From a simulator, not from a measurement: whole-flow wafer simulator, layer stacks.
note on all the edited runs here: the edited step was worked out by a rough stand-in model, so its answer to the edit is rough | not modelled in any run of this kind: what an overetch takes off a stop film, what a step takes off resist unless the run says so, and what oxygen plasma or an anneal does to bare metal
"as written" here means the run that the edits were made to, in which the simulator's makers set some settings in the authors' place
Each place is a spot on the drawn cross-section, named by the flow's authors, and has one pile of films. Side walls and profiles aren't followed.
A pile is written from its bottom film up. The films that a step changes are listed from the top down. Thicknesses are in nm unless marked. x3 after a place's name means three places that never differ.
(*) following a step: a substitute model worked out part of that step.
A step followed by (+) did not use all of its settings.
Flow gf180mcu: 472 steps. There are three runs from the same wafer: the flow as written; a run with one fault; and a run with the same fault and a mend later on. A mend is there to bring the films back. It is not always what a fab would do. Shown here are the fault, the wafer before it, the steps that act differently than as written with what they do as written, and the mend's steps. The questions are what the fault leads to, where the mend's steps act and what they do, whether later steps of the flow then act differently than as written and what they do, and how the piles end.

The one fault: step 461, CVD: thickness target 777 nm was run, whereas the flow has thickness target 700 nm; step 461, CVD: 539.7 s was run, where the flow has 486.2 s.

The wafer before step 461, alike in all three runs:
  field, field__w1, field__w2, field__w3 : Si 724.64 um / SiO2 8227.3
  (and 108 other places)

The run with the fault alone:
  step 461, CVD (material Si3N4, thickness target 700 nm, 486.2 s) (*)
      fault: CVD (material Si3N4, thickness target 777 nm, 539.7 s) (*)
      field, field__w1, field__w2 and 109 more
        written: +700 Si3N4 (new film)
        fault: +777 Si3N4 (new film)
  Later steps of the flow acting differently than as written (not shown: 5 more steps that differ only slightly, by at most 2% or 0.5 nm, whichever is larger):
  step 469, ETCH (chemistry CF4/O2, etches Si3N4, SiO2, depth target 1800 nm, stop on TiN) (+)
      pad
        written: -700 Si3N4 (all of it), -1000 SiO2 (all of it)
        fault: -777 Si3N4 (all of it), -1000 SiO2 (all of it)
  By the end, the piles at field, field__w1, field__w2 and 108 more depart from the flow's by more than 2% or 0.5 nm, whichever is larger.
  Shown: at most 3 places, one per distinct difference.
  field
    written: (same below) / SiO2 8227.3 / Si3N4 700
    fault: (same below) / SiO2 8227.3 / Si3N4 777
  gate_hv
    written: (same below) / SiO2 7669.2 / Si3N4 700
    fault: (same below) / SiO2 7669.2 / Si3N4 777
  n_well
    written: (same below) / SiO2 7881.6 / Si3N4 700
    fault: (same below) / SiO2 7881.6 / Si3N4 777

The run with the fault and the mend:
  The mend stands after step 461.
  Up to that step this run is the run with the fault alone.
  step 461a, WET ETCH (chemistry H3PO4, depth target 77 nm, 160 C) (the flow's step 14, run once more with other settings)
      field, field__w1, field__w2 and 109 more
        -77 Si3N4
  Every later step of the flow that is run acts as written, at every place that is followed, to within 2% or 0.5 nm, whichever is larger.
  The piles end the same as the flow's at every place that both follow.
